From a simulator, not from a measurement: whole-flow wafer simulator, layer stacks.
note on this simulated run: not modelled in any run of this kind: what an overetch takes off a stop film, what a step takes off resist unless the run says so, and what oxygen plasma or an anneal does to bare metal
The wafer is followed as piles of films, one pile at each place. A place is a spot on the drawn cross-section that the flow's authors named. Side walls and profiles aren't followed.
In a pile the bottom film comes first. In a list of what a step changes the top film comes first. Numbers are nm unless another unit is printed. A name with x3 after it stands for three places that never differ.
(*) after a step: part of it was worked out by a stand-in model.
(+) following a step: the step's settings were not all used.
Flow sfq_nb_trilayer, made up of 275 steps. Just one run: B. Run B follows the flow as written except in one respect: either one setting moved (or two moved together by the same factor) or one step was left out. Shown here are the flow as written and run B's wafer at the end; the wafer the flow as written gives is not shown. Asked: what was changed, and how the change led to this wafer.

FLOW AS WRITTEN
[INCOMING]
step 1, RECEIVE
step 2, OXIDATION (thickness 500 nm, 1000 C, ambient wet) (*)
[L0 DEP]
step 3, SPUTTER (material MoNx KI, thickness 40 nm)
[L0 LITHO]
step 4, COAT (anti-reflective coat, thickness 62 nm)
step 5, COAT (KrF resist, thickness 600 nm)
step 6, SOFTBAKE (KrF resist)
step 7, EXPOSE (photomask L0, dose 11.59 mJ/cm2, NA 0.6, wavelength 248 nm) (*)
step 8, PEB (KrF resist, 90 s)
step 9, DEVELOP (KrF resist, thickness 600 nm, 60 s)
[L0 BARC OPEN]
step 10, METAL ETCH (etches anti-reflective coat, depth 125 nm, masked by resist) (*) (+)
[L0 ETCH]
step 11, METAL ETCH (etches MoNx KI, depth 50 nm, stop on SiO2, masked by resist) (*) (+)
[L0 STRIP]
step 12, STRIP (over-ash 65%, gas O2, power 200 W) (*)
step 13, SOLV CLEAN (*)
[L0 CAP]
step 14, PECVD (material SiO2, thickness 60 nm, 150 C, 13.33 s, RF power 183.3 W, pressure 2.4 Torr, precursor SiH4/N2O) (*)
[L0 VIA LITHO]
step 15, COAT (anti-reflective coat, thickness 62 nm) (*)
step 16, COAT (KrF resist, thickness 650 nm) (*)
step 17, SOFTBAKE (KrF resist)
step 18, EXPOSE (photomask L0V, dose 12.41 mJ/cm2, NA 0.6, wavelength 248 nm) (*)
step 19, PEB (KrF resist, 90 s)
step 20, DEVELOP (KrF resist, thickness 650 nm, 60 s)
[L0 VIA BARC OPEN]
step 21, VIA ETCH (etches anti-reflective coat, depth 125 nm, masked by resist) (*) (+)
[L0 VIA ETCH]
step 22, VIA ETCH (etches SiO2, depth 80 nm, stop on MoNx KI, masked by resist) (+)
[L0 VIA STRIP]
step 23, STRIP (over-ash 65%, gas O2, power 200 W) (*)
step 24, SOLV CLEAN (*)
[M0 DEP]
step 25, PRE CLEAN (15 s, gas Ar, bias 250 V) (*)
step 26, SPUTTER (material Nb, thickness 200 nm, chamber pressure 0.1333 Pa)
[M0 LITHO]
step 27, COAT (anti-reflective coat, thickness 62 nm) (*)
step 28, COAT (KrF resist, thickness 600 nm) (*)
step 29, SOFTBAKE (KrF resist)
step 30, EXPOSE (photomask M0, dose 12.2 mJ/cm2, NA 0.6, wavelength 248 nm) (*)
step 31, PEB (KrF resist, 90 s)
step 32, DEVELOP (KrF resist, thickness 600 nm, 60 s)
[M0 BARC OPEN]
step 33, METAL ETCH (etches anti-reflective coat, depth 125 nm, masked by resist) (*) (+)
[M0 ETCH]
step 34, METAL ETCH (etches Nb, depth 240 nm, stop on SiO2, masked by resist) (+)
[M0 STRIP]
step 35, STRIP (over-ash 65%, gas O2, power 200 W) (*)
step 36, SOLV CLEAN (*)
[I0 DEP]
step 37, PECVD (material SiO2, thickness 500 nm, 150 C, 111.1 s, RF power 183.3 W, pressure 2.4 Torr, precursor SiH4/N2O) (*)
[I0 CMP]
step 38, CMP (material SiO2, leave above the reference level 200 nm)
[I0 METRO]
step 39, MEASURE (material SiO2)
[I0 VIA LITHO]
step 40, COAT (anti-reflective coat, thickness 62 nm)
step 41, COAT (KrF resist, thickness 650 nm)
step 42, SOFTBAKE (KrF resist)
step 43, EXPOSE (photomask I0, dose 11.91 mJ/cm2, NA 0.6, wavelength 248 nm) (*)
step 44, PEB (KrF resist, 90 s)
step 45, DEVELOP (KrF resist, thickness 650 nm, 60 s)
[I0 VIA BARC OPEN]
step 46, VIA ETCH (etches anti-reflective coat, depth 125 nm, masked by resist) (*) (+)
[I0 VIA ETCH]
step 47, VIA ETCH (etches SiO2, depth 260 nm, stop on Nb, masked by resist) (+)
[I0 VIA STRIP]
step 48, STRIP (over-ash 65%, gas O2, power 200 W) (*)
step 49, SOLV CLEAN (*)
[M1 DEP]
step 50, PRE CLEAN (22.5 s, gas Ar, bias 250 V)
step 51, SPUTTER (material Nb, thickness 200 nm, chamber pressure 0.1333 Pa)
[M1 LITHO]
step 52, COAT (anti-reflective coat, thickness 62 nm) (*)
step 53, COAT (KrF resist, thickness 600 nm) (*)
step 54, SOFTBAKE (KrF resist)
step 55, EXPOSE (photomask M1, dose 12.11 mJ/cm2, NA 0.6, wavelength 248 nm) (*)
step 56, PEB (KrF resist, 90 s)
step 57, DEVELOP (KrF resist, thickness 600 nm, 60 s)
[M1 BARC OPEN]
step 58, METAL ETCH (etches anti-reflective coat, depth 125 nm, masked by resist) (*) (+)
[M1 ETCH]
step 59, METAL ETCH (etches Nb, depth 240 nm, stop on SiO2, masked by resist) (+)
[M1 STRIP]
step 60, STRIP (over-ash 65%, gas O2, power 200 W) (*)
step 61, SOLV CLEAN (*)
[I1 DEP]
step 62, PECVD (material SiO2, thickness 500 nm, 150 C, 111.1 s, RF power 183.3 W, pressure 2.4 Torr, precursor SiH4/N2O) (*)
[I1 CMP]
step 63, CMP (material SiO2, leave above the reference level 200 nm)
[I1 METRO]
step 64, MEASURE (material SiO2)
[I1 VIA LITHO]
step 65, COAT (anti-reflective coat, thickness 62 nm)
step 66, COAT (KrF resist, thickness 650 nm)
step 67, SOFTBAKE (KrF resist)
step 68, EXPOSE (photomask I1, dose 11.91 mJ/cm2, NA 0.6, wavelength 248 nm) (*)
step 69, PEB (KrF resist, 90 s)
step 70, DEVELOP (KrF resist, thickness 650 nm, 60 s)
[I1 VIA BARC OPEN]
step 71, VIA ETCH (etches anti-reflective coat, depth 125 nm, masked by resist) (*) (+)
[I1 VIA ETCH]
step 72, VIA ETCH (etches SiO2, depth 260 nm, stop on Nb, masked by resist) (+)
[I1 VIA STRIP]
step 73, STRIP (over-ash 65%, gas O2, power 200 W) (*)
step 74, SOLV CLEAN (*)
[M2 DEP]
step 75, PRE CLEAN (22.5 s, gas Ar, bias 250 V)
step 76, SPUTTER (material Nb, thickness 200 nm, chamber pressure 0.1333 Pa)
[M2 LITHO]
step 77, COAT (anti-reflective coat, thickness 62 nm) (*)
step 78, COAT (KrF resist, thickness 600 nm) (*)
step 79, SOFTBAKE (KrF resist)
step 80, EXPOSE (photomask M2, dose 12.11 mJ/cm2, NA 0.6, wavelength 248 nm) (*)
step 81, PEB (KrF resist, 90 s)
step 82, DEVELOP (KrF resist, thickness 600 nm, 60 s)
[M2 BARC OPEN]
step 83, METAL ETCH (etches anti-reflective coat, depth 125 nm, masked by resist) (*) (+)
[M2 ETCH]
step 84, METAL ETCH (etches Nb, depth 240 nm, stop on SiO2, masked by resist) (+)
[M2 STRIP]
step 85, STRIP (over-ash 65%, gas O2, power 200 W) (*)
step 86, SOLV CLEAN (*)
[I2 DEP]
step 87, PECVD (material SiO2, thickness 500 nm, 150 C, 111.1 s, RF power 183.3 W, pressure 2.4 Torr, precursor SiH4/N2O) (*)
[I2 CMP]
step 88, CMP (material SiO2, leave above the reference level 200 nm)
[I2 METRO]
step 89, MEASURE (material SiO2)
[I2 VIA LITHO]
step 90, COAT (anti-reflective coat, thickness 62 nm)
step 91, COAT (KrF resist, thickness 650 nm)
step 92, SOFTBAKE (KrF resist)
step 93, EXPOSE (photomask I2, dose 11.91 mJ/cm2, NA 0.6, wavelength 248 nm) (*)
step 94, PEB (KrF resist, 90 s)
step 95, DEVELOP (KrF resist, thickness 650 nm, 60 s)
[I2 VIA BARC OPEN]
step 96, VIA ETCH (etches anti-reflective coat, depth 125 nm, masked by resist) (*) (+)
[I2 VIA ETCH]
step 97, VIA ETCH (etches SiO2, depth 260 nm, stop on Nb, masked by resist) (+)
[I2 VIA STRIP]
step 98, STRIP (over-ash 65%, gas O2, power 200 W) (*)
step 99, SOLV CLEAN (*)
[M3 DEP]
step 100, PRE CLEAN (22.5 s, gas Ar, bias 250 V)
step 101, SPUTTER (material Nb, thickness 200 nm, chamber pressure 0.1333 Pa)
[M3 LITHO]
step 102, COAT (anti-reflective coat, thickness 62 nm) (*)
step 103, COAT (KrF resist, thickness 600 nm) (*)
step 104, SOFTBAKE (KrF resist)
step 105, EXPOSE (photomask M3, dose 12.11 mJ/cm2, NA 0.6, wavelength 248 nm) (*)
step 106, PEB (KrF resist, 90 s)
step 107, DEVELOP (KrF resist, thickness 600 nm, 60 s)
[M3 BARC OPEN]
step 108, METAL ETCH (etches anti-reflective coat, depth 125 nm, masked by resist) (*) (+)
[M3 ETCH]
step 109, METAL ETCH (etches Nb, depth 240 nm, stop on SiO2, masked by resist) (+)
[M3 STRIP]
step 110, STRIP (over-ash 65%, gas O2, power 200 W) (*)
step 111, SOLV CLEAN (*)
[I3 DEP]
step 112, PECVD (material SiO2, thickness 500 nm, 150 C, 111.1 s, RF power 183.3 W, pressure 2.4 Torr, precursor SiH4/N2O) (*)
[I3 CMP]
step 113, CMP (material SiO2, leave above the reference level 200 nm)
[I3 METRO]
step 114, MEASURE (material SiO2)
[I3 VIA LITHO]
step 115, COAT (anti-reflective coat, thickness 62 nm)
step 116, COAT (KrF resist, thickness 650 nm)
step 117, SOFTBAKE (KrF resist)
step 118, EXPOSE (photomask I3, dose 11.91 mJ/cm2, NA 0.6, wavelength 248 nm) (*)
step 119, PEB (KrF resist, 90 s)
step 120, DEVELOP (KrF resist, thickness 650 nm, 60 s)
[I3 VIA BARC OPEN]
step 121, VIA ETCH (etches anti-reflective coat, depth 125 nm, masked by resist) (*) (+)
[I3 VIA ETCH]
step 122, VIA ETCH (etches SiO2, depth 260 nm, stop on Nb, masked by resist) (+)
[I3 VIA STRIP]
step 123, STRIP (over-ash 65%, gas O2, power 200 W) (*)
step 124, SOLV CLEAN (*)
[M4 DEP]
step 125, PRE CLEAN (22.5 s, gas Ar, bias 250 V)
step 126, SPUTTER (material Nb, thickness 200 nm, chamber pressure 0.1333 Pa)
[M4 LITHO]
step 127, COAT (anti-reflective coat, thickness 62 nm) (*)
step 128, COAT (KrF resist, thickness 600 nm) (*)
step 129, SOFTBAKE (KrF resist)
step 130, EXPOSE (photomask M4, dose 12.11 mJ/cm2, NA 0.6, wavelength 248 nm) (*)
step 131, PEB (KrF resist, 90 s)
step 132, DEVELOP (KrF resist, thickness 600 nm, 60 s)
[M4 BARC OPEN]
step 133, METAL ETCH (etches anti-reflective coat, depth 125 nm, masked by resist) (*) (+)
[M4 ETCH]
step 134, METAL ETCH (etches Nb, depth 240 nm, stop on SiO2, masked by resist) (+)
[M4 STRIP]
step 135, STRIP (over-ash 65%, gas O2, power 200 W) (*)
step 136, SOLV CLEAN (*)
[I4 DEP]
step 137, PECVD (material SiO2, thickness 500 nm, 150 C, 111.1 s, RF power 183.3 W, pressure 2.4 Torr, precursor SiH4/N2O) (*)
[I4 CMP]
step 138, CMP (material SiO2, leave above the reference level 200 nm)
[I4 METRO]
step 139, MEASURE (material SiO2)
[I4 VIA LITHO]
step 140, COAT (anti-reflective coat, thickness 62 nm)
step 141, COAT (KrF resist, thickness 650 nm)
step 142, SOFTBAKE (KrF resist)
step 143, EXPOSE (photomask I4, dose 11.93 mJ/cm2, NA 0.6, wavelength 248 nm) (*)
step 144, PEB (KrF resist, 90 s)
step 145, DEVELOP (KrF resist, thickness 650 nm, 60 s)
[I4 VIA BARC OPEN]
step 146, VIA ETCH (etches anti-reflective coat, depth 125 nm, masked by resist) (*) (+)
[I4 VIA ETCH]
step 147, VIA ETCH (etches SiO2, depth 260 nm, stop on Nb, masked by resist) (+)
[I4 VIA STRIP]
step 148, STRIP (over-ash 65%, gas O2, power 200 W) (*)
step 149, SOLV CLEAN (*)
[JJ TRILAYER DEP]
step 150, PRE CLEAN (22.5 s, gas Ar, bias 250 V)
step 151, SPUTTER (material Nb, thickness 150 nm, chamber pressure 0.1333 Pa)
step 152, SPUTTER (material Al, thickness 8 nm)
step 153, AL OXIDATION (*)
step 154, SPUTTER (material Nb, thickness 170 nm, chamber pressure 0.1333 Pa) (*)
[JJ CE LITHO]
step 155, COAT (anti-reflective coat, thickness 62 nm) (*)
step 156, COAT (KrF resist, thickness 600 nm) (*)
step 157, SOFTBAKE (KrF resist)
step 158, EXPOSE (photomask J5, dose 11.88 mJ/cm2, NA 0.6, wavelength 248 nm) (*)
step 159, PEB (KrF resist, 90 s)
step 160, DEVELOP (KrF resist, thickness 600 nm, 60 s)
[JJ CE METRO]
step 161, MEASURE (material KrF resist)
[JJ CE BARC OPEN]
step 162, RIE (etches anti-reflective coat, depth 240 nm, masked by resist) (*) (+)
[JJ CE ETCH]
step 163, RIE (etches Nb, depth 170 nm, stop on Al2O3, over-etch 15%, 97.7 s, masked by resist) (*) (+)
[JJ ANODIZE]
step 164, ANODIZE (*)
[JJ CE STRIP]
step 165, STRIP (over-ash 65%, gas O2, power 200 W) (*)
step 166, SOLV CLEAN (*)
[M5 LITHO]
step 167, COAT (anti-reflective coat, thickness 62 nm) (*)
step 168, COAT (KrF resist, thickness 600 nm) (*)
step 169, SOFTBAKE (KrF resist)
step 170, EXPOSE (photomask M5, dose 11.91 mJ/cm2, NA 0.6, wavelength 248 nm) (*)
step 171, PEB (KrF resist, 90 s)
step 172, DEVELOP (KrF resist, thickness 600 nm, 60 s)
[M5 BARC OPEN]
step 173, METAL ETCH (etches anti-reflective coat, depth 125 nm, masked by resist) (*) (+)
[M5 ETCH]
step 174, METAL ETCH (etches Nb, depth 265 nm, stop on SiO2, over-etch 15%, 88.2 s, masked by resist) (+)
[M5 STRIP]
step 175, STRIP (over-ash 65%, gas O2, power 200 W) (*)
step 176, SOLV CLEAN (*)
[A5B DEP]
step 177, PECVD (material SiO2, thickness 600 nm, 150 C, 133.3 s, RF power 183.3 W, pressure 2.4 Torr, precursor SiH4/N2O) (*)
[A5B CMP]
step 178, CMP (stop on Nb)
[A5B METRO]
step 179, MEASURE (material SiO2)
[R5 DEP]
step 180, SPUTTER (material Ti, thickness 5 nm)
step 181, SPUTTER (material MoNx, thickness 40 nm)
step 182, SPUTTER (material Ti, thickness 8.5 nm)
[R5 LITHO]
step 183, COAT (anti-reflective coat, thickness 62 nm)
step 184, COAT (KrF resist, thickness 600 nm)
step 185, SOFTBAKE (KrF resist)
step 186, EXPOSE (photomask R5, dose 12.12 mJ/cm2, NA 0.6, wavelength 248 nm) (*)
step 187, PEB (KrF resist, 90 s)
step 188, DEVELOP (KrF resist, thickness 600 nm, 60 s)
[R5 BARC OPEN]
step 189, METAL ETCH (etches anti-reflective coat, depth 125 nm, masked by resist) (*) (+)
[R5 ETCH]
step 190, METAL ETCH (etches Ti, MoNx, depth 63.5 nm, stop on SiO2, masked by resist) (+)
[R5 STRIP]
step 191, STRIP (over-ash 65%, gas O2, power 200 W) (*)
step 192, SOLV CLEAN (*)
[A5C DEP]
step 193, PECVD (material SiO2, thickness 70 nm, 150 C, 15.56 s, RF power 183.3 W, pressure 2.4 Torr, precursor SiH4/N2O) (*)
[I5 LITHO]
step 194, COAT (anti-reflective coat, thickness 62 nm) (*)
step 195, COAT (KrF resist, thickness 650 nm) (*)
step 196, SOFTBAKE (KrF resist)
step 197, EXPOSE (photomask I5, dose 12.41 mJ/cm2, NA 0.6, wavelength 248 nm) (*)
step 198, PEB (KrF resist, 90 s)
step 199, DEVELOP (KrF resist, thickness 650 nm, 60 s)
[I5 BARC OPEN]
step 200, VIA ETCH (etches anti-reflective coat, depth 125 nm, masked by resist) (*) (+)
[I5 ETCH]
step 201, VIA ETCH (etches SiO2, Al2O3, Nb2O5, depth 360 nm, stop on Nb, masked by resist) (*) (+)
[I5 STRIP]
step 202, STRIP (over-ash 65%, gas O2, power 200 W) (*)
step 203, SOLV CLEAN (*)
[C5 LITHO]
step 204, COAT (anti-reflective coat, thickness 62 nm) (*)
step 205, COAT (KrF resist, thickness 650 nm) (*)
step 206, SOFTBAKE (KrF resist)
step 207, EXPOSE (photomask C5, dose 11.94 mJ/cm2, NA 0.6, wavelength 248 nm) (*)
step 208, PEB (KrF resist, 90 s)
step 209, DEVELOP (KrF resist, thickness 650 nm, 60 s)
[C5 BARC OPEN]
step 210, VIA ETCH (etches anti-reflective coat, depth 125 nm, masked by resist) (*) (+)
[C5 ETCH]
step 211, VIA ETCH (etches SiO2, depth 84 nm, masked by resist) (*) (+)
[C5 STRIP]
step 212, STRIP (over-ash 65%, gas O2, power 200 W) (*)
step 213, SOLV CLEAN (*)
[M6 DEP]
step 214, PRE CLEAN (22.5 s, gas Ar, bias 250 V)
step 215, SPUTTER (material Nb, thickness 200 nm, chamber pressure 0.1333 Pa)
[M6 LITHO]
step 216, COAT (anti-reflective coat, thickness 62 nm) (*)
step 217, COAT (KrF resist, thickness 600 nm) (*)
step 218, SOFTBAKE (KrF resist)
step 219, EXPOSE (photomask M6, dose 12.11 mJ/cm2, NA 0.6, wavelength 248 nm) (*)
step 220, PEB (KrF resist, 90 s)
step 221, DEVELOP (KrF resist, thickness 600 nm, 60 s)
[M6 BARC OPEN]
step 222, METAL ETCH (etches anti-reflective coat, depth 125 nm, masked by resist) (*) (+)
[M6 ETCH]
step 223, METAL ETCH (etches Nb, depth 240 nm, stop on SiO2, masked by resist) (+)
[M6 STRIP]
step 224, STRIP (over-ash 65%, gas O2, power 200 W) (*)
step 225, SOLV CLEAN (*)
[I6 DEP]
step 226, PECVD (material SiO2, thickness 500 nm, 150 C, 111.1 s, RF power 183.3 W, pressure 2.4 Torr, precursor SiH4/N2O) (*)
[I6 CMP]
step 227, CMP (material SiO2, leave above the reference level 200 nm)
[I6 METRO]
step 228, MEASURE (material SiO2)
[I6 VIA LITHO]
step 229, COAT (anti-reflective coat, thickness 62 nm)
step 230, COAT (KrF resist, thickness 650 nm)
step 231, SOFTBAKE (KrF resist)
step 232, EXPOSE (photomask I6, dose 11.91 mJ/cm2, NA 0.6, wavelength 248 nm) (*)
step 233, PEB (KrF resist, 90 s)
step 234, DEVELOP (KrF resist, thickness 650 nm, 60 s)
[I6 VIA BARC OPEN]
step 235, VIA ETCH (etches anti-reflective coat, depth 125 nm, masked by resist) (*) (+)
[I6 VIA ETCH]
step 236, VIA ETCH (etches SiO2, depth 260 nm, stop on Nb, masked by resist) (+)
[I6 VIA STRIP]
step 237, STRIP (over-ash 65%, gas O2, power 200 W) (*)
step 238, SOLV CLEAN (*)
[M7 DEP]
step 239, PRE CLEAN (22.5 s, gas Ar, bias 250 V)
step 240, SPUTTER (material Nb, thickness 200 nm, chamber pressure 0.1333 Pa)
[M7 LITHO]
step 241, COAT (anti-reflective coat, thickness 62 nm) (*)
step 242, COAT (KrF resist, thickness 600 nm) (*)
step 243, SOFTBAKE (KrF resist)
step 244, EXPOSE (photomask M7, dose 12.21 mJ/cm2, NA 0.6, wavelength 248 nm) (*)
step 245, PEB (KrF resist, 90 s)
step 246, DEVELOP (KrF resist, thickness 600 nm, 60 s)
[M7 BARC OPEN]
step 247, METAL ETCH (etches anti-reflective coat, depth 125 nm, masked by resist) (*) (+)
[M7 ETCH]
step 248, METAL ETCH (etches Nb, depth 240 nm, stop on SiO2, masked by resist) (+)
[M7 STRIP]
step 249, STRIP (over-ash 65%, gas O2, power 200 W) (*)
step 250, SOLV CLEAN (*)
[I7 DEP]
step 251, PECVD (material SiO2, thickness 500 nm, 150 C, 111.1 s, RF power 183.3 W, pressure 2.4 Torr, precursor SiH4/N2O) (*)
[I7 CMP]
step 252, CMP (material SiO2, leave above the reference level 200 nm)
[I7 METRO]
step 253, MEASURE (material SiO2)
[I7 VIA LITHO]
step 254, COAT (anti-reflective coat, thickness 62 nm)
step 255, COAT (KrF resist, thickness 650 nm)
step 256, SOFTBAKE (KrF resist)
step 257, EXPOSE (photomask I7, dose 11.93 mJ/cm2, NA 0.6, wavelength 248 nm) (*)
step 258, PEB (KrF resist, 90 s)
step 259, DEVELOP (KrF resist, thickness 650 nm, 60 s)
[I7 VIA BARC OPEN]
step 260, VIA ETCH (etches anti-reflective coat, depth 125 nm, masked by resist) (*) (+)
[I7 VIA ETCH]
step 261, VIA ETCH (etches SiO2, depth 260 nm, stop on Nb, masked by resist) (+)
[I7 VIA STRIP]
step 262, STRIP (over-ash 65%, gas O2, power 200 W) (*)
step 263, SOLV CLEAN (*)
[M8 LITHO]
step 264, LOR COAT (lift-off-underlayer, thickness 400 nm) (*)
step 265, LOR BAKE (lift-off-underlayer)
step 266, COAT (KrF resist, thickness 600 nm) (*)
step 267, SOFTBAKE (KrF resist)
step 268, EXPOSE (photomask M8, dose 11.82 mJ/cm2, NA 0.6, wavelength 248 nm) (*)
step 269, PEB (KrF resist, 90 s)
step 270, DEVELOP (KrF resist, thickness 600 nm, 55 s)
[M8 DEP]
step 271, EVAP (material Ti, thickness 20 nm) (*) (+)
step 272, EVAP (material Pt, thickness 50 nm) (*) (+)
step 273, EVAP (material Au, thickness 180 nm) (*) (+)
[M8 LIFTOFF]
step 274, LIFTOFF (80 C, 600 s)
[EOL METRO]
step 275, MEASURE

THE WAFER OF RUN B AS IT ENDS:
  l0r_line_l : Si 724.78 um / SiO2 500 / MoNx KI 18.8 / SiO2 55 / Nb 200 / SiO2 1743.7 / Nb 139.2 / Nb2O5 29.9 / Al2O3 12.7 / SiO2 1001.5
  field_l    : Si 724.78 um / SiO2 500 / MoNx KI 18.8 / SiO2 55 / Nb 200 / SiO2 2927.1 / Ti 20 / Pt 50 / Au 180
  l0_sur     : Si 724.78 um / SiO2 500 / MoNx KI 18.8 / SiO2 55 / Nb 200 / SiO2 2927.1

What caused this: step 3, SPUTTER: thickness 18.8 nm was run, though the flow has thickness 40 nm.
The wafer itself shows it: l0r_line_l has MoNx KI 18.8, and step 3 as written asks for 40 nm.

The path from the change to this, step by step:
  step 3, SPUTTER (material MoNx KI, thickness 40 nm)
      field_l, v_sur, via_wl and 103 more: MoNx KI gains 18.8 (new film) (in the flow as written it would be: MoNx KI gains 40 (new film))
  step 11, METAL ETCH (etches MoNx KI, depth 50 nm, stop on SiO2, masked by resist) (*) (+)
      v_sur, via_wl, via_w and 97 more: MoNx KI loses 18.8 (all of it) (in the flow as written it would be: MoNx KI loses 40 (all of it))
      field_l, l0_sur, l0v, l0r_line_l, l0r_line_c, l0r_line_r: KrF resist loses 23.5 (in the flow as written it would be: KrF resist loses 41.7)
  step 12, STRIP (over-ash 65%, gas O2, power 200 W) (*)
      field_l, l0_sur, l0v, l0r_line_l, l0r_line_c, l0r_line_r: KrF resist loses 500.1 (all of it), anti-reflective coat loses 62 (all of it) (in the flow as written it would be: KrF resist loses 481.9 (all of it), anti-reflective coat loses 62 (all of it))
  step 15, COAT (anti-reflective coat, thickness 62 nm) (*)
      l0r_line_l, l0r_line_c, l0r_line_r: anti-reflective coat gains 60.4 (new film) (in the flow as written it would be: anti-reflective coat gains 59 (new film))
      field_l: anti-reflective coat gains 59.2 (new film) (in the flow as written it would be: anti-reflective coat gains 56.7 (new film))
      (and at 5 other places as well)
  step 23, STRIP (over-ash 65%, gas O2, power 200 W) (*)
      l0r_line_l, l0r_line_c, l0r_line_r: KrF resist loses 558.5 (all of it), anti-reflective coat loses 60.4 (all of it) (in the flow as written it would be: KrF resist loses 557 (all of it), anti-reflective coat loses 59 (all of it))
      field_l: KrF resist loses 556 (all of it), anti-reflective coat loses 59.2 (all of it) (in the flow as written it would be: KrF resist loses 551.4 (all of it), anti-reflective coat loses 56.7 (all of it))
      (and at 5 other places as well)
  step 27, COAT (anti-reflective coat, thickness 62 nm) (*)
      l0r_line_l, l0r_line_c: anti-reflective coat gains 60.4 (new film) (in the flow as written it would be: anti-reflective coat gains 59 (new film))
      field_l: anti-reflective coat gains 59.4 (new film) (in the flow as written it would be: anti-reflective coat gains 56.9 (new film))
      (and at 6 other places as well)
  step 35, STRIP (over-ash 65%, gas O2, power 200 W) (*)
      l0r_line_l, l0r_line_c: KrF resist loses 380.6 (all of it), anti-reflective coat loses 60.4 (all of it) (in the flow as written it would be: KrF resist loses 378.6 (all of it), anti-reflective coat loses 59 (all of it))
      field_l: KrF resist loses 377.9 (all of it), anti-reflective coat loses 59.4 (all of it) (in the flow as written it would be: KrF resist loses 372.9 (all of it), anti-reflective coat loses 56.9 (all of it))
      (and at 6 other places as well)
  step 38, CMP (material SiO2, leave above the reference level 200 nm)
      field_l, l0_sur, l0r_line_l, l0r_line_c, l0r_line_r: SiO2 loses 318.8 (in the flow as written it would be: SiO2 loses 340)
      l0v: SiO2 loses 256.6 (in the flow as written it would be: SiO2 loses 277.8)
